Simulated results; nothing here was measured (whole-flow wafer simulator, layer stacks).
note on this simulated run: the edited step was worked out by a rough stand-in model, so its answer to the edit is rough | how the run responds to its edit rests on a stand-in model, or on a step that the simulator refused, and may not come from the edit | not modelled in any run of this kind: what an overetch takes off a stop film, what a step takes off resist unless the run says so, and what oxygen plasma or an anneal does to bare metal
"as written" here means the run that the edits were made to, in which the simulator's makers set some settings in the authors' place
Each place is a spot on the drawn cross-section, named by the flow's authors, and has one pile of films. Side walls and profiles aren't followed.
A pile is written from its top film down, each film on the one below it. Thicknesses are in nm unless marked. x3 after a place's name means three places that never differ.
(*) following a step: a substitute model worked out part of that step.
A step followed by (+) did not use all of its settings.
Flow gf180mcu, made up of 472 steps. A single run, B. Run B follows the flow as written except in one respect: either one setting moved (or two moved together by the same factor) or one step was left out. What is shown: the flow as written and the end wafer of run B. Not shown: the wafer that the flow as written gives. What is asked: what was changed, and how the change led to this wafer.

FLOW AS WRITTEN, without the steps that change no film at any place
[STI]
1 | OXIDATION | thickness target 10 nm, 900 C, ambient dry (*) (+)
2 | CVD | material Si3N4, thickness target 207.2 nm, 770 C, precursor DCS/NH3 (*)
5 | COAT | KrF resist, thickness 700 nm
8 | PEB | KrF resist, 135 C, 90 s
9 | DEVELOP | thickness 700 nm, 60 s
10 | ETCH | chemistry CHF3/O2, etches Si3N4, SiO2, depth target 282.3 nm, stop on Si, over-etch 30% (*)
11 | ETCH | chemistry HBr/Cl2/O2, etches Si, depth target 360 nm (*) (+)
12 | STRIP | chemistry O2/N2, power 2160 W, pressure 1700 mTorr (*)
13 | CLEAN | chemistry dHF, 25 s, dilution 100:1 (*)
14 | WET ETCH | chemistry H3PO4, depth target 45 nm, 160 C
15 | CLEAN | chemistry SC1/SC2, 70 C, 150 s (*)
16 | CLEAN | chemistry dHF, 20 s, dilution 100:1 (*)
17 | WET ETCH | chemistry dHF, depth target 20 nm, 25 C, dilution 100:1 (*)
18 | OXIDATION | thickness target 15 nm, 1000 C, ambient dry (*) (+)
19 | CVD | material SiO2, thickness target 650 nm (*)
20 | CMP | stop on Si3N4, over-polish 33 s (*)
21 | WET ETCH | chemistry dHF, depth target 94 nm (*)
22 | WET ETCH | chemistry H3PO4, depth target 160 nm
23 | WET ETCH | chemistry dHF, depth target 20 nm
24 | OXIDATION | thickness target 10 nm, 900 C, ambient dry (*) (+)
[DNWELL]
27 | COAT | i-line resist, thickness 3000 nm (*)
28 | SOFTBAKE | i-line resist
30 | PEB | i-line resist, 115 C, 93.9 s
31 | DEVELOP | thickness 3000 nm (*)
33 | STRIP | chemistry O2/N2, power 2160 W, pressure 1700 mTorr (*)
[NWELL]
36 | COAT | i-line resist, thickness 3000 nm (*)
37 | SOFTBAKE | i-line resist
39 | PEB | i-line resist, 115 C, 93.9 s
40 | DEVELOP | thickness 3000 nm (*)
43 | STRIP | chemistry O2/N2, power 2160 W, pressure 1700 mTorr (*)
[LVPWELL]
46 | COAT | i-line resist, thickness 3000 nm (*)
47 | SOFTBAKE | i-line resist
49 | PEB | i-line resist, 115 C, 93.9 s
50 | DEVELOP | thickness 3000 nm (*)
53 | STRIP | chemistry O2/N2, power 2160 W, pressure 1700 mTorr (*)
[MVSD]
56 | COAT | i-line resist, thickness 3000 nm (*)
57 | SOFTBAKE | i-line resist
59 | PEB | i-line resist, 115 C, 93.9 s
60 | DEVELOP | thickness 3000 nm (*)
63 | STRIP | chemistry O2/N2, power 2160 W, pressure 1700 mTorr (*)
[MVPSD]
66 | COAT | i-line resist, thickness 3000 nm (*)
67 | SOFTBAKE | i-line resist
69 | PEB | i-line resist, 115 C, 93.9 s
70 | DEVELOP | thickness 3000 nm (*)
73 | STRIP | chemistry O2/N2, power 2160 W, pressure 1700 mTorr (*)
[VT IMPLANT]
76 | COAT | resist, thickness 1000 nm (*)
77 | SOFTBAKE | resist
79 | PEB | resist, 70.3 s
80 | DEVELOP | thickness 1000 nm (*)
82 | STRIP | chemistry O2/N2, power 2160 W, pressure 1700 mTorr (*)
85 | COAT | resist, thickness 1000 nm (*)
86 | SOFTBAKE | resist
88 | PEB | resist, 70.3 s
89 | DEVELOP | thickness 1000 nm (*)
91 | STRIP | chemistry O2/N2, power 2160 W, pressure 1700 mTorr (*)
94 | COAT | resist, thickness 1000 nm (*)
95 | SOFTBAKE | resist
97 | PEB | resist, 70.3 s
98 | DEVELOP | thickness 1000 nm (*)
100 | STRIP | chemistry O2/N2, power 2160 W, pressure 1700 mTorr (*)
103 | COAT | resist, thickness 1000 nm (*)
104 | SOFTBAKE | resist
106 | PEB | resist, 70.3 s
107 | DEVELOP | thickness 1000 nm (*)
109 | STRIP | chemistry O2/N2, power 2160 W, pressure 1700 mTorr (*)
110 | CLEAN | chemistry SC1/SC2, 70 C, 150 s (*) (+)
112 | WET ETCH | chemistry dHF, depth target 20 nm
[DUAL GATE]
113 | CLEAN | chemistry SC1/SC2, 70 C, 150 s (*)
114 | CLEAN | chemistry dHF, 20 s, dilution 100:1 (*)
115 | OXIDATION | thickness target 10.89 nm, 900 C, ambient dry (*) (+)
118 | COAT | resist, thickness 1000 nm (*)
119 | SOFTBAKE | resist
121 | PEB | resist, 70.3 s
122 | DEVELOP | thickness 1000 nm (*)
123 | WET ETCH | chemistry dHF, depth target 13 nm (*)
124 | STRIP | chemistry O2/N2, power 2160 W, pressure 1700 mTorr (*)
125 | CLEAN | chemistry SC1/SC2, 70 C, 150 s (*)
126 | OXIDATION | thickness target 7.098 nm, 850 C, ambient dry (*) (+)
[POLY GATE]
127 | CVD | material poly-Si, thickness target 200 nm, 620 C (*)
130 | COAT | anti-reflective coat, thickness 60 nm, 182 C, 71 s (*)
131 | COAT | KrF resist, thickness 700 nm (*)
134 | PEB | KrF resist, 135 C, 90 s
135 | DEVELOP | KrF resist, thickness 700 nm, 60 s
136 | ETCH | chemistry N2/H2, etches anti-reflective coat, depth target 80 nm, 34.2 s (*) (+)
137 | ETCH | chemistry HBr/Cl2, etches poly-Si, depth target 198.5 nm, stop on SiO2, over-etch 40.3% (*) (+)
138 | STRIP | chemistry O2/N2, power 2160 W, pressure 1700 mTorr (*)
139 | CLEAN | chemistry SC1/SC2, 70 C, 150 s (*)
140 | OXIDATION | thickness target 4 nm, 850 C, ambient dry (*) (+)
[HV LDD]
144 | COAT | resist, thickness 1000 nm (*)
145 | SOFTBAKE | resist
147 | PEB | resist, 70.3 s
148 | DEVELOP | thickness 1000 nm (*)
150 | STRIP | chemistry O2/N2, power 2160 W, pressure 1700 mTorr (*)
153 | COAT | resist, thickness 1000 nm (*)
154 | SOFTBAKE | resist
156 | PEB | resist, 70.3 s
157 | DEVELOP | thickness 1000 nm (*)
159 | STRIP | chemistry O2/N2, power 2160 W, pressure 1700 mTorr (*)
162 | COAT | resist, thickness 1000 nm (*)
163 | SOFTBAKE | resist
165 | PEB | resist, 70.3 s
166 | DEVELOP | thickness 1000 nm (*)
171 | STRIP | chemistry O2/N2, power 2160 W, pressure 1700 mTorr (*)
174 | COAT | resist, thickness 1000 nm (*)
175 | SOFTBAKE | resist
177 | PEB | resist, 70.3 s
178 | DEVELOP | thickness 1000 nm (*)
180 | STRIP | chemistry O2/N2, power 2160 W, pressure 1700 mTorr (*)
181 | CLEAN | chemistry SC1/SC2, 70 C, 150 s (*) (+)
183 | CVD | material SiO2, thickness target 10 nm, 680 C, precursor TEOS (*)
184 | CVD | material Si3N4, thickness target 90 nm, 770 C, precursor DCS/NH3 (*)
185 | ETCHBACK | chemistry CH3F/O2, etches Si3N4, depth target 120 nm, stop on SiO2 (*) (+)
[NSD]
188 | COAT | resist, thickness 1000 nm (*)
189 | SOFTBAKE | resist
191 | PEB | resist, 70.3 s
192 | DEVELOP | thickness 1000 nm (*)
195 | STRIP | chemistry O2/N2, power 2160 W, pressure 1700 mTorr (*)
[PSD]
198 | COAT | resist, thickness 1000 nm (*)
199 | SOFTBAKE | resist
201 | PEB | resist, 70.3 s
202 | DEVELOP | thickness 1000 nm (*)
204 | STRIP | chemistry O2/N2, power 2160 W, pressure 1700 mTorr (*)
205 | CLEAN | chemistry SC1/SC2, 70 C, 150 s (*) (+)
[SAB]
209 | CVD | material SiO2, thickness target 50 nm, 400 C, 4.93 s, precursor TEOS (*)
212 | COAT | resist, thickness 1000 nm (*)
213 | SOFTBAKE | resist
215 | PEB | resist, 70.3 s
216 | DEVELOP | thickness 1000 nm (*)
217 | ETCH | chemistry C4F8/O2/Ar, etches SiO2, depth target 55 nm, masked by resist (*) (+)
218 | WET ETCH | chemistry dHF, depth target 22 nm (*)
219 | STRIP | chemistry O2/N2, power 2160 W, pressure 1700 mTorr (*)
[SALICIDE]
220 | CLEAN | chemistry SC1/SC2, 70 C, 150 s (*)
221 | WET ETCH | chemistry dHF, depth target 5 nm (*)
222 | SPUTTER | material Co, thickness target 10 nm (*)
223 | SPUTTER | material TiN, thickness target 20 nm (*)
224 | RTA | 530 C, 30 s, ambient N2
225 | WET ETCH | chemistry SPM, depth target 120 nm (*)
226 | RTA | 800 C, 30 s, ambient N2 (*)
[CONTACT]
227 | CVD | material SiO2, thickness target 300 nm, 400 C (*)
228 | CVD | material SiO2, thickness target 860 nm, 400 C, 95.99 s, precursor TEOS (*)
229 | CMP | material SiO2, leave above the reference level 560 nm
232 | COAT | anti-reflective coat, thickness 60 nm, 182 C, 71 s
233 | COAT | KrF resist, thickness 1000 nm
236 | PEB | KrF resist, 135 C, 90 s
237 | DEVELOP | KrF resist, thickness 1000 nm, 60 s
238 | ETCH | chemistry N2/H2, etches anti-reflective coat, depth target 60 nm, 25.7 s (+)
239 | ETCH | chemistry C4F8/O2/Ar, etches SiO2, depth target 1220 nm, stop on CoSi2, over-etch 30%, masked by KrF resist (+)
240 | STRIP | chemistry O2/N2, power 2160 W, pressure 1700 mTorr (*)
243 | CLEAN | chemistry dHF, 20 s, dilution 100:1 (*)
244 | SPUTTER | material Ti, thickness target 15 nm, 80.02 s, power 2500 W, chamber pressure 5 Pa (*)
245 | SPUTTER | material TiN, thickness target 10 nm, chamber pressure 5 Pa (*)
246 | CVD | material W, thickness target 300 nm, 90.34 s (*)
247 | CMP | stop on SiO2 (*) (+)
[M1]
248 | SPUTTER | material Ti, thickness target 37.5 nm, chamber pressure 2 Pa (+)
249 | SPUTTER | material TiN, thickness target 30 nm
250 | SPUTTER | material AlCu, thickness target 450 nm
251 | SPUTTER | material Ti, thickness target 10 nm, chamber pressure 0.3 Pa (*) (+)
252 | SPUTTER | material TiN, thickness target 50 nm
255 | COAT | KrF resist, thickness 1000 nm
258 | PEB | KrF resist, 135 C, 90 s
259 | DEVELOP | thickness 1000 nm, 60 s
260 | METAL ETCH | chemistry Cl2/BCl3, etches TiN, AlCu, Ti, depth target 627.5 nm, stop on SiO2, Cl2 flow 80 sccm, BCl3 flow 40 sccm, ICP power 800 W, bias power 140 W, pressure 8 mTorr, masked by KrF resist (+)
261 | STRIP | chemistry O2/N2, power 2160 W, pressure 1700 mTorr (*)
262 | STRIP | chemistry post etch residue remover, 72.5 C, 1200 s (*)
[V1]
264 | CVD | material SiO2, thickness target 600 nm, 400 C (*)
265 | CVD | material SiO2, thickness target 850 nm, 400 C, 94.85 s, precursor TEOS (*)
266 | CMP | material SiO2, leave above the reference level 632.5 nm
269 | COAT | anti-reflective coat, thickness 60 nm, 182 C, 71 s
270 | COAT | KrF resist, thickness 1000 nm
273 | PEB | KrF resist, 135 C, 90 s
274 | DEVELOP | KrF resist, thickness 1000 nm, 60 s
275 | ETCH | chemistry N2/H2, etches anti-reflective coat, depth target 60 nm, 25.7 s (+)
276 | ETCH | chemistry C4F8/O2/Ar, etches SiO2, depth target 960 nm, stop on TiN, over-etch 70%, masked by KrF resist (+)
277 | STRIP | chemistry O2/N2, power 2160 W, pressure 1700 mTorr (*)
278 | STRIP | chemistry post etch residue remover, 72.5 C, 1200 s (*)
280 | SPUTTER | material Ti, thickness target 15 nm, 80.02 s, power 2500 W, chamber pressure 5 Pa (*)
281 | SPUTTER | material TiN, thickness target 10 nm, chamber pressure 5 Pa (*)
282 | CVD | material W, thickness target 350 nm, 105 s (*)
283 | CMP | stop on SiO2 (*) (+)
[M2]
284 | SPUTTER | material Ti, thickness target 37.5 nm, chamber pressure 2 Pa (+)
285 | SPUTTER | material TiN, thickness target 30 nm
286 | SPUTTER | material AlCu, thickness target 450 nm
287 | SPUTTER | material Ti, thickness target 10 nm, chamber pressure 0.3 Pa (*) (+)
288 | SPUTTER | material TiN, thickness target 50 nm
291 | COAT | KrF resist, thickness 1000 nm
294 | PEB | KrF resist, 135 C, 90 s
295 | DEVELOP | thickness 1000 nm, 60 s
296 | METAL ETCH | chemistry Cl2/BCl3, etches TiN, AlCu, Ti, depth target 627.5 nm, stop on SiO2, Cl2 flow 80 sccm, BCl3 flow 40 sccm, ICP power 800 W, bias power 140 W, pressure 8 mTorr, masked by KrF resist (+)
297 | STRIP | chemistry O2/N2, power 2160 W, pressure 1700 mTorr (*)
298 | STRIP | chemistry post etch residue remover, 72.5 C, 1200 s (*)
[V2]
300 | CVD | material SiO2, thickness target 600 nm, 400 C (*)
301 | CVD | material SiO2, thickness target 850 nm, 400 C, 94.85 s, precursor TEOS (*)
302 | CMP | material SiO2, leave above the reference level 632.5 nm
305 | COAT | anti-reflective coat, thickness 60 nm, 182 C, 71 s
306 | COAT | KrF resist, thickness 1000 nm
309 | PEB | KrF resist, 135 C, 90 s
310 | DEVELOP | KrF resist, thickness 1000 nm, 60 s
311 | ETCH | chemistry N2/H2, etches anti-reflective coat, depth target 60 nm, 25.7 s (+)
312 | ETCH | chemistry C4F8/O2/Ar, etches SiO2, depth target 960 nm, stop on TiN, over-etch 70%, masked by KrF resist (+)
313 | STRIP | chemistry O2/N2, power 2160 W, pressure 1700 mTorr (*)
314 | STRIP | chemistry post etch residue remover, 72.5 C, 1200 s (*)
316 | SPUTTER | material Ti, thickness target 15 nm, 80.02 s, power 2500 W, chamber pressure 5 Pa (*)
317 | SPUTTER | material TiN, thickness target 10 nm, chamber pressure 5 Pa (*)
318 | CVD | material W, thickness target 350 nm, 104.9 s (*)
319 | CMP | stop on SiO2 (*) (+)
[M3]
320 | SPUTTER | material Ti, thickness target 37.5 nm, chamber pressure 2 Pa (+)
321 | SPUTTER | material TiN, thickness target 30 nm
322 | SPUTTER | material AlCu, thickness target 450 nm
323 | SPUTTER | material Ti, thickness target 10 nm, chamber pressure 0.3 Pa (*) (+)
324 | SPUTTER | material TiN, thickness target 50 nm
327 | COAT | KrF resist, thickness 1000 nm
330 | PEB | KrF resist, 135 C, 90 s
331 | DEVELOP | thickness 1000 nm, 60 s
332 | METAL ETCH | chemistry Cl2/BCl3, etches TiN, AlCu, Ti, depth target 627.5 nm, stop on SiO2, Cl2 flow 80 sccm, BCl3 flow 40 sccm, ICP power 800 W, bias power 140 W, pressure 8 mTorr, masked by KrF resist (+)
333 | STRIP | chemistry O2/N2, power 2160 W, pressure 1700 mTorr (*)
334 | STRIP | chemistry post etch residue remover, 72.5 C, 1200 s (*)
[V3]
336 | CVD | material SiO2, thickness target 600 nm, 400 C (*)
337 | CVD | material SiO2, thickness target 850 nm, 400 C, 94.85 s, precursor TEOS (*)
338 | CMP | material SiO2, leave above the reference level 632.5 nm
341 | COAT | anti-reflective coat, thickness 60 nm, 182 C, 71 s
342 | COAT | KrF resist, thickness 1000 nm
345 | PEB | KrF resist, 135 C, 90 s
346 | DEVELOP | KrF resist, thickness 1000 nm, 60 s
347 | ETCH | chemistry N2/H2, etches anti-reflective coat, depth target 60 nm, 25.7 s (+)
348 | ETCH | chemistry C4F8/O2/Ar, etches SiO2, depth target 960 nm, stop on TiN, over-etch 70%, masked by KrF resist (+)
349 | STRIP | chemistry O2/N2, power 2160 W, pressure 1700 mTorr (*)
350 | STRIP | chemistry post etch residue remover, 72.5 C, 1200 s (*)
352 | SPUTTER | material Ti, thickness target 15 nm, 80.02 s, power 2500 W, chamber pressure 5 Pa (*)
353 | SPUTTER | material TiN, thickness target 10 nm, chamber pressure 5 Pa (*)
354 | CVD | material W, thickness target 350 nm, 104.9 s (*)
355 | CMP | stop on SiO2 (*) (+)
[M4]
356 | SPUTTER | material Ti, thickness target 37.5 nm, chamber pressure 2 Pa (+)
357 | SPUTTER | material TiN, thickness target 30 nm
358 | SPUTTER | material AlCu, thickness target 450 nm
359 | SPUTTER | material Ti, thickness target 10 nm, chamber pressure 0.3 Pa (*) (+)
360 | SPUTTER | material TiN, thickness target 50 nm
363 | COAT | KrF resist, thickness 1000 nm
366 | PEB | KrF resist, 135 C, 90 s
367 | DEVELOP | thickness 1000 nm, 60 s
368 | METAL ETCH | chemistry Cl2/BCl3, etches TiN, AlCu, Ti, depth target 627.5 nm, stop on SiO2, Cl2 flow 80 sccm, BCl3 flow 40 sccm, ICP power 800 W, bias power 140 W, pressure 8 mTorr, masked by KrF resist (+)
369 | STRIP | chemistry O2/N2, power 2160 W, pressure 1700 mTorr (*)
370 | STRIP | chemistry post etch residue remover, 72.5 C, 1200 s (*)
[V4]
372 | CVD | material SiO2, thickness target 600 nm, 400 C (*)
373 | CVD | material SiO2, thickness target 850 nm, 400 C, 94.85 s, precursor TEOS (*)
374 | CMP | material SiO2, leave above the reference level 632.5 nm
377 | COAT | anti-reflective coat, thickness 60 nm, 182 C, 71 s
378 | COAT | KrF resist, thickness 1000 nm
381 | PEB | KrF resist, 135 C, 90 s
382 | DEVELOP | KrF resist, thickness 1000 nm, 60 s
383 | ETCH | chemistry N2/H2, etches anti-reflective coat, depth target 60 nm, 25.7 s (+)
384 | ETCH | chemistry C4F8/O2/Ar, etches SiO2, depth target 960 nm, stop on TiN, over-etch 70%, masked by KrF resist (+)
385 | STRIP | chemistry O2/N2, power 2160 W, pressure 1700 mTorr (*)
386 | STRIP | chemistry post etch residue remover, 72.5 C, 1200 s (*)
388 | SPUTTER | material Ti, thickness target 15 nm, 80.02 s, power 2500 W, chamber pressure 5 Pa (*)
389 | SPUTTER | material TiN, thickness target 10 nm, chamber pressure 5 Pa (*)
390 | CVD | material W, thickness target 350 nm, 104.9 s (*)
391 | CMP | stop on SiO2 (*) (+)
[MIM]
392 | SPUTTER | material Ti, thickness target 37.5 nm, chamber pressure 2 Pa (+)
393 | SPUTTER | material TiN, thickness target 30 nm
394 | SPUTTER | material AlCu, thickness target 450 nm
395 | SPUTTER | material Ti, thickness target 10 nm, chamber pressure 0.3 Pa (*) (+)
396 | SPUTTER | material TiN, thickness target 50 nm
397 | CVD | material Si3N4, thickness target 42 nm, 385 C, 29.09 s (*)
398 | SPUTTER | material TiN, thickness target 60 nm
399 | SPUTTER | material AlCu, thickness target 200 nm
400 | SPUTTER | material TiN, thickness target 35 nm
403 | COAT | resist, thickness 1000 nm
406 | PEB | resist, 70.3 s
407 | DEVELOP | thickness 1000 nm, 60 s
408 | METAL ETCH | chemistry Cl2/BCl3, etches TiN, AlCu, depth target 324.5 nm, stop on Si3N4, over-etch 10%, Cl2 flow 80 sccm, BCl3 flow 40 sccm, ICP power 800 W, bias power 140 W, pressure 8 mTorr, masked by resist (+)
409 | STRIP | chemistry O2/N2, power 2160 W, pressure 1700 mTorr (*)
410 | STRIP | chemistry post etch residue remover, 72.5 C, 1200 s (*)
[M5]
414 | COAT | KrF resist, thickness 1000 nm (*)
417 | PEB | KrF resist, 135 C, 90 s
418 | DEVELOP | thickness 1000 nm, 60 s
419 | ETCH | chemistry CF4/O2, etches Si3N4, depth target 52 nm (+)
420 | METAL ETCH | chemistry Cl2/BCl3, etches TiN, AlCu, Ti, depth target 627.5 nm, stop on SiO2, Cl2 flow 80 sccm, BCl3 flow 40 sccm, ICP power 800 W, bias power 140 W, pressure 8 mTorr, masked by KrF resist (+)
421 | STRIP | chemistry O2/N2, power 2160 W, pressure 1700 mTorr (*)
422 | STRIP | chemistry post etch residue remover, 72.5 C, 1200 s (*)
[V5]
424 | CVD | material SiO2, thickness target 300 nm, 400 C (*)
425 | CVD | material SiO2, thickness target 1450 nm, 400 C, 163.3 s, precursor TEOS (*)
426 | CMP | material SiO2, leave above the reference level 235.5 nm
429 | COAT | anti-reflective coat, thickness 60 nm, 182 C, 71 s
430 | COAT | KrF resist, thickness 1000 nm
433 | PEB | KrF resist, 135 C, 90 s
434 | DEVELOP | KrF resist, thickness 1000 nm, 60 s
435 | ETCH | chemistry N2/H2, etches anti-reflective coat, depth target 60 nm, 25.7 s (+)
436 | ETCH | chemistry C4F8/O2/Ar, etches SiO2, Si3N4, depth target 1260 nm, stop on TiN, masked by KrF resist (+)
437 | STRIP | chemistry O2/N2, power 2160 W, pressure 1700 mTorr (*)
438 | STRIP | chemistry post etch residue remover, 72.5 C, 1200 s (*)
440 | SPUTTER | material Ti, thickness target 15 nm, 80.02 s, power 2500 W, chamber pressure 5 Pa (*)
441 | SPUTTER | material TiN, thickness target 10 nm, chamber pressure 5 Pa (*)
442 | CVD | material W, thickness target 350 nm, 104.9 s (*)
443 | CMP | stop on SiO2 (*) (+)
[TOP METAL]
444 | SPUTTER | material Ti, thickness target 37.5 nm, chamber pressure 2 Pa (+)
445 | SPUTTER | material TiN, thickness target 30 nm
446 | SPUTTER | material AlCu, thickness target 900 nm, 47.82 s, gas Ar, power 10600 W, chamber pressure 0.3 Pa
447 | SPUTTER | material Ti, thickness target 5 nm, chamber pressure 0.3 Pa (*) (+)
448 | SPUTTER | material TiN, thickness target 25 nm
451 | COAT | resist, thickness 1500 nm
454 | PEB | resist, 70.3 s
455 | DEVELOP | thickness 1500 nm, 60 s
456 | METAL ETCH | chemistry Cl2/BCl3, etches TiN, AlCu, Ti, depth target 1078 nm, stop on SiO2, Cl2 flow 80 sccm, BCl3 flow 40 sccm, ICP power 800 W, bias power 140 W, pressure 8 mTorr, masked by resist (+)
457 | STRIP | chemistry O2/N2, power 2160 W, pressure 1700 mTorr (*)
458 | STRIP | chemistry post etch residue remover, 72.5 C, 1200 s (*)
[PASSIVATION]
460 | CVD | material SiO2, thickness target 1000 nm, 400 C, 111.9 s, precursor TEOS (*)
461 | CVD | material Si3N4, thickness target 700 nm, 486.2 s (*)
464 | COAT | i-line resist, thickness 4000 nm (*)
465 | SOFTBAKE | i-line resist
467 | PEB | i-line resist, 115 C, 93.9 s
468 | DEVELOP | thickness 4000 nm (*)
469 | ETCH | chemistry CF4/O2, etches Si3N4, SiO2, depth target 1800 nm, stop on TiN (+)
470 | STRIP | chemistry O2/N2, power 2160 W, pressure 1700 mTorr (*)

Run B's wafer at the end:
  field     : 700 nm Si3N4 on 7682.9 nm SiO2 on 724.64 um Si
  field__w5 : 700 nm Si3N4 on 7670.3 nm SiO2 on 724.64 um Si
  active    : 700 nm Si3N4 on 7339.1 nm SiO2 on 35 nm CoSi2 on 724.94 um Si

What caused this: step 425, CVD: thickness target 594 nm was run, whereas the flow has thickness target 1450 nm; step 425, CVD: 66.95 s was run, where the flow has 163.3 s.

The path from the change to this, step by step:
  425 | CVD | material SiO2, thickness target 1450 nm, 400 C, 163.3 s, precursor TEOS (*)
      field, field__w1, field__w4 and 100 more: SiO2 gains 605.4 (it would be, as written: SiO2 gains 1450)
      field__w2, field__w3, field__w12 and 6 more: SiO2 gains 594.2 (it would be, as written: SiO2 gains 1421.8)
  426 | CMP | material SiO2, leave above the reference level 235.5 nm
      field, field__w1, field__w5 and 92 more: nothing (it would be, as written: SiO2 loses 300.8)
      field__w2, field__w3, field__w12 and 6 more: nothing (it would be, as written: SiO2 loses 272.7)
      (also at 8 further places)
  429 | COAT | anti-reflective coat, thickness 60 nm, 182 C, 71 s
      field_sub__w2, field_sub__w3, field_sub__w4 and 10 more: anti-reflective coat gains 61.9 (new film) (it would be, as written: anti-reflective coat gains 60 (new film))
      p_well, sti, spacer, sd_n, pad, dice_street: anti-reflective coat gains 63 (new film) (it would be, as written: anti-reflective coat gains 60 (new film))
      (also at 50 further places)
  430 | COAT | KrF resist, thickness 1000 nm
      field: KrF resist gains 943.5 (new film) (it would be, as written: KrF resist gains 1000 (new film))
      field__w3: KrF resist gains 1021.3 (new film) (it would be, as written: KrF resist gains 1000 (new film))
      (also at 28 further places)
  433 | PEB | KrF resist, 135 C, 90 s
      field__w7, ppoly_u, npoly_sal: KrF resist loses 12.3 (it would be, as written: KrF resist loses 10.5)
      contact, m1: KrF resist loses 5.27 (it would be, as written: KrF resist loses 10.5)
      (also at 16 further places)
  434 | DEVELOP | KrF resist, thickness 1000 nm, 60 s
      contact: KrF resist loses 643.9 (all of it) (it would be, as written: KrF resist loses 989.5 (all of it))
  435 | ETCH | chemistry N2/H2, etches anti-reflective coat, depth target 60 nm, 25.7 s (+)
      contact: anti-reflective coat loses 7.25 (all of it), SiO2 loses 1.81 (it would be, as written: anti-reflective coat loses 60 (all of it), SiO2 loses 0.46)
  437 | STRIP | chemistry O2/N2, power 2160 W, pressure 1700 mTorr (*)
      p_well, sti, spacer, sd_n, pad, dice_street: KrF resist loses 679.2 (all of it), anti-reflective coat loses 63 (all of it) (it would be, as written: KrF resist loses 679.2 (all of it), anti-reflective coat loses 60 (all of it))
      field_sub, ld_acc_n, ld_fp_n, ld_drift_n, ld_drn_n: KrF resist loses 683.2 (all of it), anti-reflective coat loses 62 (all of it) (it would be, as written: KrF resist loses 679.2 (all of it), anti-reflective coat loses 60 (all of it))
      (also at 61 further places)
  440 | SPUTTER | material Ti, thickness target 15 nm, 80.02 s, power 2500 W, chamber pressure 5 Pa (*)
      contact: Ti gains 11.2 (new film) (it would be, as written: Ti gains 8.12 (new film))
  441 | SPUTTER | material TiN, thickness target 10 nm, chamber pressure 5 Pa (*)
      contact: TiN gains 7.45 (new film) (it would be, as written: TiN gains 5.38 (new film))
  442 | CVD | material W, thickness target 350 nm, 104.9 s (*)
      contact: W gains 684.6 (new film) (it would be, as written: W gains 1233.6 (new film))
  443 | CMP | stop on SiO2 (*) (+)
      field__w3, field__w12, npoly_sal, ppoly_sal, nw_sep_fld, gate_hv5, gate_p_hv5, sti_nw: W loses 350 (all of it), TiN loses 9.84 (all of it), Ti loses 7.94 (it would be, as written: W loses 350 (all of it), TiN loses 10 (all of it), Ti loses 15 (all of it), SiO2 loses 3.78)
      field__w2: W loses 350 (all of it), TiN loses 9.65 (all of it), Ti loses 7.68 (it would be, as written: W loses 350 (all of it), TiN loses 10 (all of it), Ti loses 15 (all of it), SiO2 loses 3.78)
      (also at 102 further places)
  444 | SPUTTER | material Ti, thickness target 37.5 nm, chamber pressure 2 Pa (+)
      field__w2, field__w3, field__w12 and 6 more: Ti gains 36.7 (it would be, as written: Ti gains 37.5 (new film))
  445 | SPUTTER | material TiN, thickness target 30 nm
      field__w2, field__w3, field__w12 and 6 more: TiN gains 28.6 (new film) (it would be, as written: TiN gains 30 (new film))
  446 | SPUTTER | material AlCu, thickness target 900 nm, 47.82 s, gas Ar, power 10600 W, chamber pressure 0.3 Pa
      field__w2, field__w3, field__w12 and 6 more: AlCu gains 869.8 (new film) (it would be, as written: AlCu gains 900 (new film))
  447 | SPUTTER | material Ti, thickness target 5 nm, chamber pressure 0.3 Pa (*) (+)
      field__w2: Ti gains 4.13 (new film) (it would be, as written: Ti gains 5 (new film))
  ... 10 other steps ...
  470 | STRIP | chemistry O2/N2, power 2160 W, pressure 1700 mTorr (*)
      field__w8, m1__w1: i-line resist loses 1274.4 (all of it) (it would be, as written: i-line resist loses 1775.9 (all of it))
      m1: i-line resist loses 1294.1 (all of it) (it would be, as written: i-line resist loses 1798.9 (all of it))
      (also at 3 further places)
